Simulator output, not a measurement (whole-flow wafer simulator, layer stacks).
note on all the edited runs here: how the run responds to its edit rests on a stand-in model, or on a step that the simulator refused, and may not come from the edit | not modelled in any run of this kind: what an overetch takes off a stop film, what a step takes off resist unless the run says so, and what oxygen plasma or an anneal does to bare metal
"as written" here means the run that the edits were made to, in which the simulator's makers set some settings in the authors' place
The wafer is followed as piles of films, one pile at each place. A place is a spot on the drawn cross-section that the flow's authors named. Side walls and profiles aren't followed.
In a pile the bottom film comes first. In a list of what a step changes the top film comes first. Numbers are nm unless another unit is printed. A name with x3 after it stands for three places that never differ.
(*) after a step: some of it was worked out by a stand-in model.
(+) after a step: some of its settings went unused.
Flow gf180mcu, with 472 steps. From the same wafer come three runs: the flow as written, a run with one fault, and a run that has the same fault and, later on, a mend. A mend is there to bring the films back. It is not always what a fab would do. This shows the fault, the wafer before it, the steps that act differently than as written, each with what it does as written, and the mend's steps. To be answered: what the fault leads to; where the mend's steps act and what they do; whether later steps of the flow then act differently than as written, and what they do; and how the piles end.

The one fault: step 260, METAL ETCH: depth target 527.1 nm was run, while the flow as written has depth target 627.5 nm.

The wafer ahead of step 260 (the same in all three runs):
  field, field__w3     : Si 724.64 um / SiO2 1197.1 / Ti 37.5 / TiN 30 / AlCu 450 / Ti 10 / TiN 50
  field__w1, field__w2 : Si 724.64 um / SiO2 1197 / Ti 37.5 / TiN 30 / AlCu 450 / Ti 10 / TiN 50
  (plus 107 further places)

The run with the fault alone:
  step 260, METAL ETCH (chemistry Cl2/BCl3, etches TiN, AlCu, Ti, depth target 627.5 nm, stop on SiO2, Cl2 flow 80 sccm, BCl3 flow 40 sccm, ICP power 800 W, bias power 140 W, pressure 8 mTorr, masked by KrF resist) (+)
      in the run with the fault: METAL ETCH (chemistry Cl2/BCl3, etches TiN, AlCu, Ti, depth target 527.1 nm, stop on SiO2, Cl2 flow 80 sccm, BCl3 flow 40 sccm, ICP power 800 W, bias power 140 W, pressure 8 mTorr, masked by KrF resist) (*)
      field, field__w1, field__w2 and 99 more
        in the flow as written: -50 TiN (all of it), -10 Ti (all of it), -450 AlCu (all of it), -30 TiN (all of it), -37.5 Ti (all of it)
        in the run with the fault: -50 TiN (all of it), -10 Ti (all of it), -450 AlCu (all of it), -17.1 TiN
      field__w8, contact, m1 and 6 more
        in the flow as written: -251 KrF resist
        in the run with the fault: -210.8 KrF resist
  Steps later in the flow that act otherwise than as written (1 other step is not shown; it differs only slightly, by no more than 2% or 0.5 nm, whichever is larger):
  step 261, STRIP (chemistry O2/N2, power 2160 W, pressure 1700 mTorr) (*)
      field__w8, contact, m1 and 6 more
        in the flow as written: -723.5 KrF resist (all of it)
        in the run with the fault: -763.7 KrF resist (all of it)
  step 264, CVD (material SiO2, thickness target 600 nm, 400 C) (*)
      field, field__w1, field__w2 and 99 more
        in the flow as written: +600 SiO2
        in the run with the fault: +600 SiO2 (new film)
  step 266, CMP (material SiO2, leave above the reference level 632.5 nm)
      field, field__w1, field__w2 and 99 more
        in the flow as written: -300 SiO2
        in the run with the fault: -350 SiO2
  By the end, the piles at field, field__w1, field__w2 and 100 more depart from the flow's by more than 2% or 0.5 nm, whichever is larger.
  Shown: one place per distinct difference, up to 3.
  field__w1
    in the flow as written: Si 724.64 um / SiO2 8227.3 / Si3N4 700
    in the run with the fault: Si 724.64 um / SiO2 1197 / Ti 37.5 / TiN 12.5 / SiO2 6980.3 / Si3N4 700
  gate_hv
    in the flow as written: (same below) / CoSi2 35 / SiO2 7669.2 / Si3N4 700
    in the run with the fault: (same below) / CoSi2 35 / SiO2 638.9 / Ti 37.5 / TiN 12.5 / SiO2 6980.3 / Si3N4 700
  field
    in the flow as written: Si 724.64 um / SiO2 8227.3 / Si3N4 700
    in the run with the fault: Si 724.64 um / SiO2 1197.1 / Ti 37.5 / TiN 12.5 / SiO2 6980.3 / Si3N4 700

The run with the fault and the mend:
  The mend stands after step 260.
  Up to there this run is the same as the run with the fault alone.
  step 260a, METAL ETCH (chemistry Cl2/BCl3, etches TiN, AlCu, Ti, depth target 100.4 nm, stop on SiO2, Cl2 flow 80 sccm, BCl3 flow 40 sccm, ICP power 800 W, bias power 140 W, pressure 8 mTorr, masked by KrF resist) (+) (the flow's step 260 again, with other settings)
      field, field__w1, field__w2 and 99 more
        -12.9 TiN (all of it), -37.5 Ti (all of it)
      field__w8, contact, m1 and 6 more
        -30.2 KrF resist
  None of the later steps of the flow differs from how it acts as written, at any place that is followed, by more than 2% or 0.5 nm, whichever is larger.
  The piles end the same as the flow's at every place that both follow.
